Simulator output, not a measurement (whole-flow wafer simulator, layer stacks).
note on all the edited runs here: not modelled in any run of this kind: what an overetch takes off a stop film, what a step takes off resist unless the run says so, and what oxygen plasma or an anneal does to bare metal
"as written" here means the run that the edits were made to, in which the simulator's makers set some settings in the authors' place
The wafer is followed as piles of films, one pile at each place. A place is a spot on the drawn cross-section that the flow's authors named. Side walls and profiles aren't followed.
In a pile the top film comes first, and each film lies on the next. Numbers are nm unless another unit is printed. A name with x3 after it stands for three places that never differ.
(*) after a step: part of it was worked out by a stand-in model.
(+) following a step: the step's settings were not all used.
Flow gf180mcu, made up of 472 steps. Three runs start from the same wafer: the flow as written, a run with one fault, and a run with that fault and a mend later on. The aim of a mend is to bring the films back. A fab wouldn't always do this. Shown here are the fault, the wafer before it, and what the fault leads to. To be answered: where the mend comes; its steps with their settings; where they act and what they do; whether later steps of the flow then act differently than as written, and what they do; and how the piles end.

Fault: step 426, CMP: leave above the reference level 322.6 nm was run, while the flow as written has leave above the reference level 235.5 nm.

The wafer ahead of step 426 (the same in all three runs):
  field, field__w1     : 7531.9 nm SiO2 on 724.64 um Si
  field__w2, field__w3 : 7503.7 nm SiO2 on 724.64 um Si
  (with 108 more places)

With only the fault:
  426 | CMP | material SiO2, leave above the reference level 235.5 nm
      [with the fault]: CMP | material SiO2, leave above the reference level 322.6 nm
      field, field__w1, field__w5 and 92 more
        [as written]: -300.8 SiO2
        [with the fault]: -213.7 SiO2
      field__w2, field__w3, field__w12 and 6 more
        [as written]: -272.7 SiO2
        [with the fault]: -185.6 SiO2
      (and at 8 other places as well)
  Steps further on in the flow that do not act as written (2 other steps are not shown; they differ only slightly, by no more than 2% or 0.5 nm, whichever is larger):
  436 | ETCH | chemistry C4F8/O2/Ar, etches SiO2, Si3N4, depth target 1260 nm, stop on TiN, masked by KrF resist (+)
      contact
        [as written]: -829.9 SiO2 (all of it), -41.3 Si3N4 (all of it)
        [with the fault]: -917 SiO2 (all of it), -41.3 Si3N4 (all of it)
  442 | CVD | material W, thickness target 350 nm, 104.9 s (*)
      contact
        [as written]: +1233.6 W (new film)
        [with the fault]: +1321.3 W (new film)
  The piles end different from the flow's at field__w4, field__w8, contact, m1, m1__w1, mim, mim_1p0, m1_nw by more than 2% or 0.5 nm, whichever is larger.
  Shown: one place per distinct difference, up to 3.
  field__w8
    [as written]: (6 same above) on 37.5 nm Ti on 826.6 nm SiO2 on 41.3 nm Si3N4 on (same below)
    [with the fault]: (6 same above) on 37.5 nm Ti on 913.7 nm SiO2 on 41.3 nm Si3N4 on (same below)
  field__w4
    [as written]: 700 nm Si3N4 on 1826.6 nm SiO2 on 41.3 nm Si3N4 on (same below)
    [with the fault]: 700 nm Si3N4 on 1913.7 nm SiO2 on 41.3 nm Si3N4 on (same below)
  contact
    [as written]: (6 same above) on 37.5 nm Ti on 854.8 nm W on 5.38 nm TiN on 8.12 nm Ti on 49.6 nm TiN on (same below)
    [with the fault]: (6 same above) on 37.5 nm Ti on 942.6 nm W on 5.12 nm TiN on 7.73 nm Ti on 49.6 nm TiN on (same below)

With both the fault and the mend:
  After step 426 comes the mend.
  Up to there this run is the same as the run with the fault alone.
  426a | CMP | material SiO2, leave above the reference level 235.5 nm (a further turn of the flow's step 426)
      field, field__w1, field__w2 and 109 more
        -87.1 SiO2
  Later steps of the flow that are run all act as written at every place that is followed.
  By the end, the piles equal the flow's at every place that both follow.
